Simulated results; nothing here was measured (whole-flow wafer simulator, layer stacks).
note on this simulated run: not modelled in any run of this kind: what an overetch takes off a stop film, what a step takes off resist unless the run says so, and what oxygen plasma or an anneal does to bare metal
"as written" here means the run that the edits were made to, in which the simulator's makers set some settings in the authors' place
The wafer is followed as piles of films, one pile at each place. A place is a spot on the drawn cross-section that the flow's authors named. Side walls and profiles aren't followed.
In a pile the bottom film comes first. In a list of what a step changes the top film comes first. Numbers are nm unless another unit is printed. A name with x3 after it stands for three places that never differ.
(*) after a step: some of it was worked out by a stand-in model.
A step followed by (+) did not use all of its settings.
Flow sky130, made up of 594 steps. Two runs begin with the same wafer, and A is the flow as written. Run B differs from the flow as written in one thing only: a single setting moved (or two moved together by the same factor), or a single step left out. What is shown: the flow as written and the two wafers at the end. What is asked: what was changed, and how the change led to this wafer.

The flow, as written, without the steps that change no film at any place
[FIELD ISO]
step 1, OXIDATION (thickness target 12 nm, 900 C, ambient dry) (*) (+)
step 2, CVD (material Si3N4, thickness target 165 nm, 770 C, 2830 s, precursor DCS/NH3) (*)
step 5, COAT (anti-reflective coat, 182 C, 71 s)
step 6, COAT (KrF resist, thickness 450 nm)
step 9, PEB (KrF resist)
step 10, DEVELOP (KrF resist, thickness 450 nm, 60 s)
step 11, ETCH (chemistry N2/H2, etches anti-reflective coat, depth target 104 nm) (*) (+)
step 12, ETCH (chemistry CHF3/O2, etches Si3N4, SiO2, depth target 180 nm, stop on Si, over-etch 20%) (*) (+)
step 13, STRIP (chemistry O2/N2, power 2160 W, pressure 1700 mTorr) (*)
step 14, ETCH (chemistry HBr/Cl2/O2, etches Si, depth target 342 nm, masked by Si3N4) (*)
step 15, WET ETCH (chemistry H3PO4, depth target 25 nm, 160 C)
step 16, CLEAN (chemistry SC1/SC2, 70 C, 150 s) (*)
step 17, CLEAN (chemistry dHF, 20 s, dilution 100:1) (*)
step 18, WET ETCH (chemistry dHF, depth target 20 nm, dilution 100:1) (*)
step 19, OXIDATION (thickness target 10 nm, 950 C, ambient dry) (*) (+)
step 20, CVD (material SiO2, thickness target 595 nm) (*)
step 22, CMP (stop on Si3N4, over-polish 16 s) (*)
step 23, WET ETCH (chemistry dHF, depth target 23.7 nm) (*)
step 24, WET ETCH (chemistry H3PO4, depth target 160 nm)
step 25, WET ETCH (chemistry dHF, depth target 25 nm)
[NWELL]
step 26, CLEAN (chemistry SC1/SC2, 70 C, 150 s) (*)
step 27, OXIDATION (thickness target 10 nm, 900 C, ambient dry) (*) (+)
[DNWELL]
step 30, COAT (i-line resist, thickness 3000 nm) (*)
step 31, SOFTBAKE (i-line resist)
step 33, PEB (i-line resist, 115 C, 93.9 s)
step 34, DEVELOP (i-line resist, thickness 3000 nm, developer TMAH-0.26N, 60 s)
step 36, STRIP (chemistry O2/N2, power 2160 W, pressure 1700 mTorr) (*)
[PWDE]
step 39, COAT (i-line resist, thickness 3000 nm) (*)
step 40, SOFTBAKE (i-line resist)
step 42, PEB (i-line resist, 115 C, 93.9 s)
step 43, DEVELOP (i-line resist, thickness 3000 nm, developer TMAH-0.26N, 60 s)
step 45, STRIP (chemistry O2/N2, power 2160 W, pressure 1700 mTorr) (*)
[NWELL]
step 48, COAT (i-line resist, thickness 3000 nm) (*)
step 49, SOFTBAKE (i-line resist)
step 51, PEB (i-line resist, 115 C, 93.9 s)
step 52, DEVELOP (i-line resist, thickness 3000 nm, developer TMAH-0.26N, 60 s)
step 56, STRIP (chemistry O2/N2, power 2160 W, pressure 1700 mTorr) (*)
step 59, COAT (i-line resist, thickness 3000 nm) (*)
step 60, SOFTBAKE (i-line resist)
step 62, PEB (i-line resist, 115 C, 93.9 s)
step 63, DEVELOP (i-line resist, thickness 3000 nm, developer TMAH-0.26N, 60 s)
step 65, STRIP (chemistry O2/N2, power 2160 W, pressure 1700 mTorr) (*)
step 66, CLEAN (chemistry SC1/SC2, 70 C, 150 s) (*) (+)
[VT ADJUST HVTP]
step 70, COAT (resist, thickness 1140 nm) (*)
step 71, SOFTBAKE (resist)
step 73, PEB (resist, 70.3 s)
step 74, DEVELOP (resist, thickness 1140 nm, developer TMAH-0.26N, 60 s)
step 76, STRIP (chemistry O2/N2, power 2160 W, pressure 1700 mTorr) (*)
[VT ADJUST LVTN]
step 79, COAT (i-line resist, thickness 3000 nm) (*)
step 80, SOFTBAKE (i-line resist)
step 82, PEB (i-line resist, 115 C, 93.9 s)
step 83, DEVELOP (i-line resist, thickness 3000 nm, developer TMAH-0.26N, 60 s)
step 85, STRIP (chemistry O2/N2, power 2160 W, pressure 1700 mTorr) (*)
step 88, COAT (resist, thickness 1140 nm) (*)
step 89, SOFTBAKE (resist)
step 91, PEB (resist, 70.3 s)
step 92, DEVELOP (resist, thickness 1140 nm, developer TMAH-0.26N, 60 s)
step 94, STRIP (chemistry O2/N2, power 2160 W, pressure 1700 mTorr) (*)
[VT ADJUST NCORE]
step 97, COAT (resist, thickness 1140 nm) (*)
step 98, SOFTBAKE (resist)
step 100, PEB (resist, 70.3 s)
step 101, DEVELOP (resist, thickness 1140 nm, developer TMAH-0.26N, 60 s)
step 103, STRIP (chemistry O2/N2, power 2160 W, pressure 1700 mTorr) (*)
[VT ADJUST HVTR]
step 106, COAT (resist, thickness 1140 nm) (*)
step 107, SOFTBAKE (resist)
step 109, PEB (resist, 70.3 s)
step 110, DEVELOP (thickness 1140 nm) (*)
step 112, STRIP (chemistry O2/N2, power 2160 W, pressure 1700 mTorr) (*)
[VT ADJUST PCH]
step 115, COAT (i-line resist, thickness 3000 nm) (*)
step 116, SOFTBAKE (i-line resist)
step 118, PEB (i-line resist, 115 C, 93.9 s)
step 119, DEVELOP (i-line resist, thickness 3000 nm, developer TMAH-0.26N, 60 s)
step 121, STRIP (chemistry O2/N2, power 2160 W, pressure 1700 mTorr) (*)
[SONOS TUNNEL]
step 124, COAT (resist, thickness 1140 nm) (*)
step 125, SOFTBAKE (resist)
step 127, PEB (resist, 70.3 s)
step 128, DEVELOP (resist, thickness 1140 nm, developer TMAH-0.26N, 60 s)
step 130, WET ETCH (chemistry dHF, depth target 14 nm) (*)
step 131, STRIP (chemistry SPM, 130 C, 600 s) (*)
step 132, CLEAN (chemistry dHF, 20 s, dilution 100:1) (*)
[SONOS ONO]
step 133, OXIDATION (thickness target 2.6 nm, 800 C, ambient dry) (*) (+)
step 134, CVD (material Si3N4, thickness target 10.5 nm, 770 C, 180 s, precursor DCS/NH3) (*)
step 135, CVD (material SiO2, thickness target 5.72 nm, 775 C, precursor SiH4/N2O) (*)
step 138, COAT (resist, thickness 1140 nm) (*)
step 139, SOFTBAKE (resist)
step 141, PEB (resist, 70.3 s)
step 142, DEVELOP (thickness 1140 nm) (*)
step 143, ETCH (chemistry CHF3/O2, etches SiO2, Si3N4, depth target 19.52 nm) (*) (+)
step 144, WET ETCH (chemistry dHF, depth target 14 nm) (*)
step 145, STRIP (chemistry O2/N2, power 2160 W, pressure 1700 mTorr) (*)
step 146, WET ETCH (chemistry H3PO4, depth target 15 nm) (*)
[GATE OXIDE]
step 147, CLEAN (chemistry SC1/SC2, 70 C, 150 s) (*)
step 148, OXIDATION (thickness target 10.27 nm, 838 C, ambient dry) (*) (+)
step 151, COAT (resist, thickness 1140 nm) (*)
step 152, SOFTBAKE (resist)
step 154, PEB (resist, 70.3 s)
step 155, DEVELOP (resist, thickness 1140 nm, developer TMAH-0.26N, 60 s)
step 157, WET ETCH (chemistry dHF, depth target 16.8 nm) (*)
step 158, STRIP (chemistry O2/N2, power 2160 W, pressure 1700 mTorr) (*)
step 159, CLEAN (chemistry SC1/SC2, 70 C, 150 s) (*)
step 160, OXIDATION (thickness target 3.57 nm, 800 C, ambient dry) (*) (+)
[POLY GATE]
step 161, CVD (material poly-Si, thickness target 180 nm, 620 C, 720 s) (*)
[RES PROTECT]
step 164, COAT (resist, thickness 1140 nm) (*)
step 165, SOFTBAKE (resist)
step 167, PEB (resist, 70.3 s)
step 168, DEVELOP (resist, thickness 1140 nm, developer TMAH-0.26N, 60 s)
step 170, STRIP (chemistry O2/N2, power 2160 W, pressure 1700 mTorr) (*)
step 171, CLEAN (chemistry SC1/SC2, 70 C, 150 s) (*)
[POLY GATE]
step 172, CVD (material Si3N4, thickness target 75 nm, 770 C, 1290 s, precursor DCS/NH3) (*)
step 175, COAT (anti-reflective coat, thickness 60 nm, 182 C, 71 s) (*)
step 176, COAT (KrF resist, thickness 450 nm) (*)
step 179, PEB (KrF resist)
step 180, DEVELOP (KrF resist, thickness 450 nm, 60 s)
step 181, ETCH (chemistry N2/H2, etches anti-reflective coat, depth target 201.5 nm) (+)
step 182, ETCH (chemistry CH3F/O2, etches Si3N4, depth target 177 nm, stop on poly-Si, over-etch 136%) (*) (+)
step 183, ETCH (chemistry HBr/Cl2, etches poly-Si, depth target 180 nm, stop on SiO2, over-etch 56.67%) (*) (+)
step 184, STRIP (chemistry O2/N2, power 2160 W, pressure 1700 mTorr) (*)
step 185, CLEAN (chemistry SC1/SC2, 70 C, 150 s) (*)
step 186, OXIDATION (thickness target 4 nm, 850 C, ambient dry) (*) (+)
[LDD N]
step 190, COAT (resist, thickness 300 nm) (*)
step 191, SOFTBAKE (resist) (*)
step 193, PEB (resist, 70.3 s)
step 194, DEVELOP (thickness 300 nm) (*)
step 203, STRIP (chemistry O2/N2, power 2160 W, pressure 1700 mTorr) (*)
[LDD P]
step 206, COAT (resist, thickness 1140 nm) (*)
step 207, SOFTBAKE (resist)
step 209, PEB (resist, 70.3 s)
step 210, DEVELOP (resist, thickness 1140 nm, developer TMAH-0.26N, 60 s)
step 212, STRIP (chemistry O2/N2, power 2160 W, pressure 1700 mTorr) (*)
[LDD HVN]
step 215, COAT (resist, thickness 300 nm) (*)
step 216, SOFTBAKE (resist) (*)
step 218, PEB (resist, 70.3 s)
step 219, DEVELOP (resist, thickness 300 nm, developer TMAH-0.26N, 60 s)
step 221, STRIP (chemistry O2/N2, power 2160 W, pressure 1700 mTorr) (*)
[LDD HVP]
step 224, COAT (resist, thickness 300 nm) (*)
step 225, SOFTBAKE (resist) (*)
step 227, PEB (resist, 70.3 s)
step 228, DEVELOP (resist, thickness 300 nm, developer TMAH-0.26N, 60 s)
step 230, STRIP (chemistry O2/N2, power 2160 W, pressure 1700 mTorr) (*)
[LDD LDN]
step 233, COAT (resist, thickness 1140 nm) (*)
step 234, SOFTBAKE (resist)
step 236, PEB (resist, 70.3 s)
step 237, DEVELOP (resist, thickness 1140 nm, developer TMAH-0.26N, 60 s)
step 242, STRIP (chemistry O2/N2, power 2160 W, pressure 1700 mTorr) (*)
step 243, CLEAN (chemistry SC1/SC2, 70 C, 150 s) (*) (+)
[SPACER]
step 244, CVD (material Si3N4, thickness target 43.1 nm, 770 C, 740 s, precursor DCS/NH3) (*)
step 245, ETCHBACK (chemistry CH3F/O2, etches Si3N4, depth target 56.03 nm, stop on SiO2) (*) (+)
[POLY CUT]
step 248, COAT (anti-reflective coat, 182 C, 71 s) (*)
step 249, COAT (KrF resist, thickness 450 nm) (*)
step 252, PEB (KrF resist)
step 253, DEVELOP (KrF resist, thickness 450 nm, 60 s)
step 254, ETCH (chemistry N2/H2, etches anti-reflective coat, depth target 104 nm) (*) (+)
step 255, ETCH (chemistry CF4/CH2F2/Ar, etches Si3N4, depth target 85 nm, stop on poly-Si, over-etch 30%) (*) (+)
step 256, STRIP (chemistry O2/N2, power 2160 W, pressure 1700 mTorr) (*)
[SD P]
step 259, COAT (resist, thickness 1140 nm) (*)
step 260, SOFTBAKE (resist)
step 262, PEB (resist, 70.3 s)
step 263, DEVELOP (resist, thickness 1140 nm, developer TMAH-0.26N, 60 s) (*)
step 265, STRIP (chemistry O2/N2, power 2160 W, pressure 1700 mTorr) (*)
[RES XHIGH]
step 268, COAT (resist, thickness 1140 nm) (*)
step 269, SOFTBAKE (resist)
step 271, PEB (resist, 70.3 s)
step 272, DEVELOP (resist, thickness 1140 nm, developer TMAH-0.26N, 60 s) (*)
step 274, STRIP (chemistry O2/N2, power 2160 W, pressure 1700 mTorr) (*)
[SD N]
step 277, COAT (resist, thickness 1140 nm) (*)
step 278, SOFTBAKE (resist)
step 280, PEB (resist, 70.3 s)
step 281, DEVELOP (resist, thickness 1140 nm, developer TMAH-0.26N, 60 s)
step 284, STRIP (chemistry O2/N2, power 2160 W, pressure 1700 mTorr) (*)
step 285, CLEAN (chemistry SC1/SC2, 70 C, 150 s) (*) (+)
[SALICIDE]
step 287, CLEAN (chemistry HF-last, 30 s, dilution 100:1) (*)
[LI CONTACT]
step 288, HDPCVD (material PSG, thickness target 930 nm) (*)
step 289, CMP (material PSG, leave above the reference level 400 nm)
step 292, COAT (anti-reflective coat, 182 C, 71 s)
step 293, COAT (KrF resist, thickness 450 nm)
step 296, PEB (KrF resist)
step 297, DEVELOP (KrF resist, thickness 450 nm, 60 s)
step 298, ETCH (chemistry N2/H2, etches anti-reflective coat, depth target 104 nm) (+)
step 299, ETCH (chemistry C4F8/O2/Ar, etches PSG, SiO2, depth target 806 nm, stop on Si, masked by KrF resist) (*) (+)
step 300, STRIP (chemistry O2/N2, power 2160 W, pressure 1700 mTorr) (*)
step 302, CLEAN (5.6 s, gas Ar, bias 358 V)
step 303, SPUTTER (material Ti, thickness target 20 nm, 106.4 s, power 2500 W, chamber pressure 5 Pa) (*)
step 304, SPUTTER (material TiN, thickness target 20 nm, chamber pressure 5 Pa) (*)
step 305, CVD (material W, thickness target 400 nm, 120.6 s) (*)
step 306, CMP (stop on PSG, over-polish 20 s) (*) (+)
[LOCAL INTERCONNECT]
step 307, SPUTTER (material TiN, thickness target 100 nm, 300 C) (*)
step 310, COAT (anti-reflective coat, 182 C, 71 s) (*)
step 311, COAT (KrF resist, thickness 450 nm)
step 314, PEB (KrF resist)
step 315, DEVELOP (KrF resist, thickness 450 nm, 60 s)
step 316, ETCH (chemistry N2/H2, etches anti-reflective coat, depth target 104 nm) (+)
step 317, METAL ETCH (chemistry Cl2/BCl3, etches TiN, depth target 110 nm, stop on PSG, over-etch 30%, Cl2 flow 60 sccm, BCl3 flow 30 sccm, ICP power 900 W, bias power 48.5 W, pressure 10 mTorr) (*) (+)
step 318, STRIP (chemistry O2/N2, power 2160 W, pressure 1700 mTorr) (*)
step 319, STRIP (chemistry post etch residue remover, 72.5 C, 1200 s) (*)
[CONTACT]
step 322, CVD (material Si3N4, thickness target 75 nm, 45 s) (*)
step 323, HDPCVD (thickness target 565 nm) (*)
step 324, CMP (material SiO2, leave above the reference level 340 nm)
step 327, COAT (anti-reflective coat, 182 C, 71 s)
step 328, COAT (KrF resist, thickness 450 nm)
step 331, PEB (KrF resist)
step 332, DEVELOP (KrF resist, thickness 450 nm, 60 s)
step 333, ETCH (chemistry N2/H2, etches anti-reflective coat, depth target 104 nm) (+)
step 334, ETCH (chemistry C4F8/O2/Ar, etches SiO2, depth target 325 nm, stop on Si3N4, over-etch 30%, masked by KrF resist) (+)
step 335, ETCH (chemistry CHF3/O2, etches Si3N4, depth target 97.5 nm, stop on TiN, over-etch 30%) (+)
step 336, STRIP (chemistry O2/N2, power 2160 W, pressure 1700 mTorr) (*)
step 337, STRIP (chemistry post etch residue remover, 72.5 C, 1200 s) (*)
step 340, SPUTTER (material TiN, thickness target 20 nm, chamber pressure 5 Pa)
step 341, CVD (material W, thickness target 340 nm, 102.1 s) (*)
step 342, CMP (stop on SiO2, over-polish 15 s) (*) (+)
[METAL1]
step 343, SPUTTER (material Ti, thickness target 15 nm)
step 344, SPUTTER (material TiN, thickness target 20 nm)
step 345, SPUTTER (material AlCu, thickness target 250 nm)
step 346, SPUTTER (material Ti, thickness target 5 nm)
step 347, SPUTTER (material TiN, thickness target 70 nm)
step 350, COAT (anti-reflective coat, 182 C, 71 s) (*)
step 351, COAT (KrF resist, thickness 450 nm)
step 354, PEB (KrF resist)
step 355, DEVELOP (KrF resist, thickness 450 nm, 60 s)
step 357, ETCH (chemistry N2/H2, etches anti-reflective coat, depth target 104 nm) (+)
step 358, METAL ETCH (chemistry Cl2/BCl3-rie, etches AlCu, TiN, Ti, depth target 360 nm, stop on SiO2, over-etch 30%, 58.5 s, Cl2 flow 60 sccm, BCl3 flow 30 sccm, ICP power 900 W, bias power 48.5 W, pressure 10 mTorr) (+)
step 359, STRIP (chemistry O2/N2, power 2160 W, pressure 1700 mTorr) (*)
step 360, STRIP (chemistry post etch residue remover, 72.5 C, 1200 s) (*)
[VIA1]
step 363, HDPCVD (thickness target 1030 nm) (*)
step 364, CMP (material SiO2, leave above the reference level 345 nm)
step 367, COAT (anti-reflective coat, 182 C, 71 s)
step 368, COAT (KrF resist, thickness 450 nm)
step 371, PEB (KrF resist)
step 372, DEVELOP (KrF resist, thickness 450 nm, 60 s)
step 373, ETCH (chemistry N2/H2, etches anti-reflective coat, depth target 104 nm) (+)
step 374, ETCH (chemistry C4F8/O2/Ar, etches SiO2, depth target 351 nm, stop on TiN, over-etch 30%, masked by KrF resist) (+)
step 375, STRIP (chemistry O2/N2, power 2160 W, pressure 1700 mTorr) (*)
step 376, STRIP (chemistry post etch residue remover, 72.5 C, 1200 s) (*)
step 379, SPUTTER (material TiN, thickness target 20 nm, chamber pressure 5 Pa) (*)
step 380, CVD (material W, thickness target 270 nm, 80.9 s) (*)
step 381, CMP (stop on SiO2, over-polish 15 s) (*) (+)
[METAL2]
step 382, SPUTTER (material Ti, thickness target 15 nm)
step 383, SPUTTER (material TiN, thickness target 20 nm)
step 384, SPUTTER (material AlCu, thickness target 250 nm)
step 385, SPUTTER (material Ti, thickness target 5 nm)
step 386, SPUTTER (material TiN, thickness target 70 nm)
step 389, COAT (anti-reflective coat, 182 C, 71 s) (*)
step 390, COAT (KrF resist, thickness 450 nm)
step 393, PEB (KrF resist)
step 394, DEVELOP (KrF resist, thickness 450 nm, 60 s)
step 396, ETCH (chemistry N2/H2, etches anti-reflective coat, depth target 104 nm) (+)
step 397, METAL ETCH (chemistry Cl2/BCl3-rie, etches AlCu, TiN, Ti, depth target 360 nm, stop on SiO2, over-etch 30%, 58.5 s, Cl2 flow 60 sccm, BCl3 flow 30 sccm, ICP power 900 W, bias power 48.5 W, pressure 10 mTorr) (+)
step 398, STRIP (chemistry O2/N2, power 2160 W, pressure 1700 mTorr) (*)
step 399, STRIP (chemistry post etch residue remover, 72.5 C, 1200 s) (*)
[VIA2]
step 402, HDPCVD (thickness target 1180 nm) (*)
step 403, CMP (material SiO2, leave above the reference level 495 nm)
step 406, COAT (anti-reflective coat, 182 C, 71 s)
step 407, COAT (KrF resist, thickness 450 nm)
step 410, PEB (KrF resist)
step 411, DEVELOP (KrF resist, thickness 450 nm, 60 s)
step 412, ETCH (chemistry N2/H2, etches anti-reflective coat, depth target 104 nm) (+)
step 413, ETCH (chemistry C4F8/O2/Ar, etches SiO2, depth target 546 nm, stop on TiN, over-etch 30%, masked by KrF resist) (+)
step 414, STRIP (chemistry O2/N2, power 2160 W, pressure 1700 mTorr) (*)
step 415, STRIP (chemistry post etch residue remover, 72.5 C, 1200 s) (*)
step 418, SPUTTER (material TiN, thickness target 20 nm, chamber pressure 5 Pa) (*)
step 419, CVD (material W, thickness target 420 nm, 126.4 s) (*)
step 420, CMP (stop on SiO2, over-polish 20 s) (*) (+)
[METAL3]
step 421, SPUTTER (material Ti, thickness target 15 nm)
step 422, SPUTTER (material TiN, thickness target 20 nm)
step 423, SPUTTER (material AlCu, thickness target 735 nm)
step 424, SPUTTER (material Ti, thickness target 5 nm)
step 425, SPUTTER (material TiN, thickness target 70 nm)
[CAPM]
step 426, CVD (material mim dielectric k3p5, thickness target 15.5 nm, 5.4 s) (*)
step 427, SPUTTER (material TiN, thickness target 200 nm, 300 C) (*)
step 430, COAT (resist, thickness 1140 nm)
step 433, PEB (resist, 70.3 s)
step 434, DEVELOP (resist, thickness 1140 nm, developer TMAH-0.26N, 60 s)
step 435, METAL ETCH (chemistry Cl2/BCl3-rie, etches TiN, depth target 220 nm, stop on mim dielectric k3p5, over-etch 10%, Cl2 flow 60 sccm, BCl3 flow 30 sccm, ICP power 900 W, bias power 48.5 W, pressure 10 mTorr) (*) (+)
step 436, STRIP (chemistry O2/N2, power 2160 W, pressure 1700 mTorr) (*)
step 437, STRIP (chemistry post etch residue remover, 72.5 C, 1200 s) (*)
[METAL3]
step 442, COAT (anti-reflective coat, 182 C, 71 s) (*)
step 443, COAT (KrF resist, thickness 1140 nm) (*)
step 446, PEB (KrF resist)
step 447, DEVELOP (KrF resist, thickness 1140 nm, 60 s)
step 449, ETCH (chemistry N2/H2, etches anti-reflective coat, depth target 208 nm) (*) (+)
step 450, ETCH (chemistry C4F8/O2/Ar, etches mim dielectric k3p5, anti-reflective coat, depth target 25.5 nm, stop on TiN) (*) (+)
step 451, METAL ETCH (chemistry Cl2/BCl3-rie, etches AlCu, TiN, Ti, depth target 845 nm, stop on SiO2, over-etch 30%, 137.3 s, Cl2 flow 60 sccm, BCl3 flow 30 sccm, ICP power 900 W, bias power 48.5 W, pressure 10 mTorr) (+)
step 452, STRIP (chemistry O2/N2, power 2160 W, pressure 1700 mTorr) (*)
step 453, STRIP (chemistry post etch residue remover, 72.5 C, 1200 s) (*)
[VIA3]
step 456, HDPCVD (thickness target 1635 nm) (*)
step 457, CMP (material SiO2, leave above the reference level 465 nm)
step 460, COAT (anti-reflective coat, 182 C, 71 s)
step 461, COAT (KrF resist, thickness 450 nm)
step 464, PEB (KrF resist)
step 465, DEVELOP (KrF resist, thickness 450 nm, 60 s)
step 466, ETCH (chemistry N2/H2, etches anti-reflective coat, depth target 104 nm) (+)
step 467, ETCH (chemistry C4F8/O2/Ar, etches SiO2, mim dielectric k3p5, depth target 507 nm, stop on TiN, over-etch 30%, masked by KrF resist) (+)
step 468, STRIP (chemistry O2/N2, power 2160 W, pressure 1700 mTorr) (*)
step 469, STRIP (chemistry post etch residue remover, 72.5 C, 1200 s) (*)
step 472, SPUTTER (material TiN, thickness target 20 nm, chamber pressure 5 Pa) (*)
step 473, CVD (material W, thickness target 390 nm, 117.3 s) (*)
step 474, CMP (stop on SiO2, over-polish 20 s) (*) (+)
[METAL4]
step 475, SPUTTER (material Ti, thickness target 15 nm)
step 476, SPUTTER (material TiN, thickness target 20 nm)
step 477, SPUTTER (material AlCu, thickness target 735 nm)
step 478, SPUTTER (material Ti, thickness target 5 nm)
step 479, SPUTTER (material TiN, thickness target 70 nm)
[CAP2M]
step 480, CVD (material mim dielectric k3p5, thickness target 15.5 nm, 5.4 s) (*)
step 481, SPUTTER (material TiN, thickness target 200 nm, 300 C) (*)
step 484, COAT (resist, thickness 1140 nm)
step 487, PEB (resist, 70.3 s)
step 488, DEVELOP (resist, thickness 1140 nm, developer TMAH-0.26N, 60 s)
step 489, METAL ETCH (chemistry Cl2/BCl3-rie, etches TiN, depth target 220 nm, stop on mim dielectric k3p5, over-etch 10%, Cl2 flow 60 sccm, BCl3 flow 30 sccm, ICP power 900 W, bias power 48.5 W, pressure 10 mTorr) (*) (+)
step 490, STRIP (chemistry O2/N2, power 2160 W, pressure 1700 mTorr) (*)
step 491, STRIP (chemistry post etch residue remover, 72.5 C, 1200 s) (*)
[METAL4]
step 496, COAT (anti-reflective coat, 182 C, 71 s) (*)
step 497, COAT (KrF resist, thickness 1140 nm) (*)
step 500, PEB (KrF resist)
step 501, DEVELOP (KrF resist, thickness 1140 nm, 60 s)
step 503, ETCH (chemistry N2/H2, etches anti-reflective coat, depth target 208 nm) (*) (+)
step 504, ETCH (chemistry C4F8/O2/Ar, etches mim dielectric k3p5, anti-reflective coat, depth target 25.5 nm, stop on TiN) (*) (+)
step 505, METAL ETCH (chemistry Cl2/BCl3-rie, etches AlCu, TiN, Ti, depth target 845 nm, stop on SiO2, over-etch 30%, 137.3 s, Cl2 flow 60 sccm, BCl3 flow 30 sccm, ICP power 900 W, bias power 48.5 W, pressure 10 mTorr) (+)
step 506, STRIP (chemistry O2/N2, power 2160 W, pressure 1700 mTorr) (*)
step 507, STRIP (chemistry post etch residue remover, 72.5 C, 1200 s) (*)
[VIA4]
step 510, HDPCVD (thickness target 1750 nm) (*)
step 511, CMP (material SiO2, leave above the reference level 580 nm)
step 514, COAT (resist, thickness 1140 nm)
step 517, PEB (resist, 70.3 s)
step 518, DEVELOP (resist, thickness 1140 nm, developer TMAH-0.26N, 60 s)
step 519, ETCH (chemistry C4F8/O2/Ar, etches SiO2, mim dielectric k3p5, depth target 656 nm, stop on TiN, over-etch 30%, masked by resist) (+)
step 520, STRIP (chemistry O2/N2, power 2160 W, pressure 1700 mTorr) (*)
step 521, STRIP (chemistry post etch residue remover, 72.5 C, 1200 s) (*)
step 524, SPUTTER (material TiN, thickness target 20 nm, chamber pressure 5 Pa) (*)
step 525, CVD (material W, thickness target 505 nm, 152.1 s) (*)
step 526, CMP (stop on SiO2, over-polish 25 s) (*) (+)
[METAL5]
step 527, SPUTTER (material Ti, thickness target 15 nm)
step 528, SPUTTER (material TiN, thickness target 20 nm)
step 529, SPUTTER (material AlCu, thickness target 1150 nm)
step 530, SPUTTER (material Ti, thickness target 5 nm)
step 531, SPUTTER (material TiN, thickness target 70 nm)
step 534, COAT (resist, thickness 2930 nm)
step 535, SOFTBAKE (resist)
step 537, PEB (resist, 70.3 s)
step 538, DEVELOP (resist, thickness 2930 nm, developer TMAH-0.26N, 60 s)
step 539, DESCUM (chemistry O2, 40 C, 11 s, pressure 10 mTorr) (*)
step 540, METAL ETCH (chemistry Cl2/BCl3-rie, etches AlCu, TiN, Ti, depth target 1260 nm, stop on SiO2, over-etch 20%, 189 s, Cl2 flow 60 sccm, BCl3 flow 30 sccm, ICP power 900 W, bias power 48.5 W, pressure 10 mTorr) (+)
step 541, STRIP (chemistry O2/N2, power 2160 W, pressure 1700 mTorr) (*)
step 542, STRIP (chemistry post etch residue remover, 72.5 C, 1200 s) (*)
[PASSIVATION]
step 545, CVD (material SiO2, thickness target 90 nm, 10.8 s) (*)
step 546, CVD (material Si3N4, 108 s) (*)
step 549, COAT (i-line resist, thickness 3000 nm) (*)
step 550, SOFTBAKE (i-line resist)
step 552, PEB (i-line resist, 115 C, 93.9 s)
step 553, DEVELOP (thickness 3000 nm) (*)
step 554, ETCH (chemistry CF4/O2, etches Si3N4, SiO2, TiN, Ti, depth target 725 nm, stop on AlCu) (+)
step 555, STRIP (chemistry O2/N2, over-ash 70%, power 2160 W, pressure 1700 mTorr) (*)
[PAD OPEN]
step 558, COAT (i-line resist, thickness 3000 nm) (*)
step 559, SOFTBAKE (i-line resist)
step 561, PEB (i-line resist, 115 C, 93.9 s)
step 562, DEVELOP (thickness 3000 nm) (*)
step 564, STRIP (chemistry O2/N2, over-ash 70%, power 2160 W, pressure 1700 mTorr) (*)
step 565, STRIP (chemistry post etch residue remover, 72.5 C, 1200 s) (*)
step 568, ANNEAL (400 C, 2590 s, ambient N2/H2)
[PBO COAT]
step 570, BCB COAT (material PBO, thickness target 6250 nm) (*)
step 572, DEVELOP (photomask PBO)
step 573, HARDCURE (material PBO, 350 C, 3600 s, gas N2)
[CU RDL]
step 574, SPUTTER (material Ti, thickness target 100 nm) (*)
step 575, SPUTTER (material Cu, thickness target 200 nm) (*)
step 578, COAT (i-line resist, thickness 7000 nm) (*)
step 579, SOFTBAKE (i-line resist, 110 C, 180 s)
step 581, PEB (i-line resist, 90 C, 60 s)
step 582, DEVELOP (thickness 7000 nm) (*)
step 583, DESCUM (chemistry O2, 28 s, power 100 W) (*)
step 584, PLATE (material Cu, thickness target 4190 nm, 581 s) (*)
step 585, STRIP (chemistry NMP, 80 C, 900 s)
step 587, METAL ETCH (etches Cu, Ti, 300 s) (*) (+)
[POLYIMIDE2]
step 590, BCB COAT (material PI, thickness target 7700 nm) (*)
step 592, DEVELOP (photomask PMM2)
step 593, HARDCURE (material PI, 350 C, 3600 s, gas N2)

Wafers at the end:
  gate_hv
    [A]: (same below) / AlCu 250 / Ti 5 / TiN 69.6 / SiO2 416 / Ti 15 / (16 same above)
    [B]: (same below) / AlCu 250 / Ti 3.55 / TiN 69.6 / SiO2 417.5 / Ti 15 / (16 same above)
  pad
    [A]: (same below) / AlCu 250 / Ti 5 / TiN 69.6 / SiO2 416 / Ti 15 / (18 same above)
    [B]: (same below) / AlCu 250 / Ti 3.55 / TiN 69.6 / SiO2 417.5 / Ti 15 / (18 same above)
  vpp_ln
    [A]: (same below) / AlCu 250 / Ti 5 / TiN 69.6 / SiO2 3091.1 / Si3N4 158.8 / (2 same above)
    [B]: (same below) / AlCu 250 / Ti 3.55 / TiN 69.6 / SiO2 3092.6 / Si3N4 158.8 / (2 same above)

What caused this: step 385, SPUTTER: thickness target 3.55 nm was run, whereas the flow has thickness target 5 nm.
One can read it off the wafer: gate_hv has Ti 3.55, and step 385 as written asks for 5 nm.

Step by step, how the change led to this:
  step 385, SPUTTER (material Ti, thickness target 5 nm)
      field, active, n_well and 188 more: A Ti gains 5 (new film) | B Ti gains 3.55 (new film)
  step 397, METAL ETCH (chemistry Cl2/BCl3-rie, etches AlCu, TiN, Ti, depth target 360 nm, stop on SiO2, over-etch 30%, 58.5 s, Cl2 flow 60 sccm, BCl3 flow 30 sccm, ICP power 900 W, bias power 48.5 W, pressure 10 mTorr) (+)
      field, active, gate and 82 more: A TiN loses 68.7 (all of it), Ti loses 5 (all of it), AlCu loses 250 (all of it), TiN loses 20 (all of it), Ti loses 15 (all of it), SiO2 loses 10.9 | B TiN loses 68.7 (all of it), Ti loses 3.55 (all of it), AlCu loses 250 (all of it), TiN loses 20 (all of it), Ti loses 15 (all of it), SiO2 loses 11.1
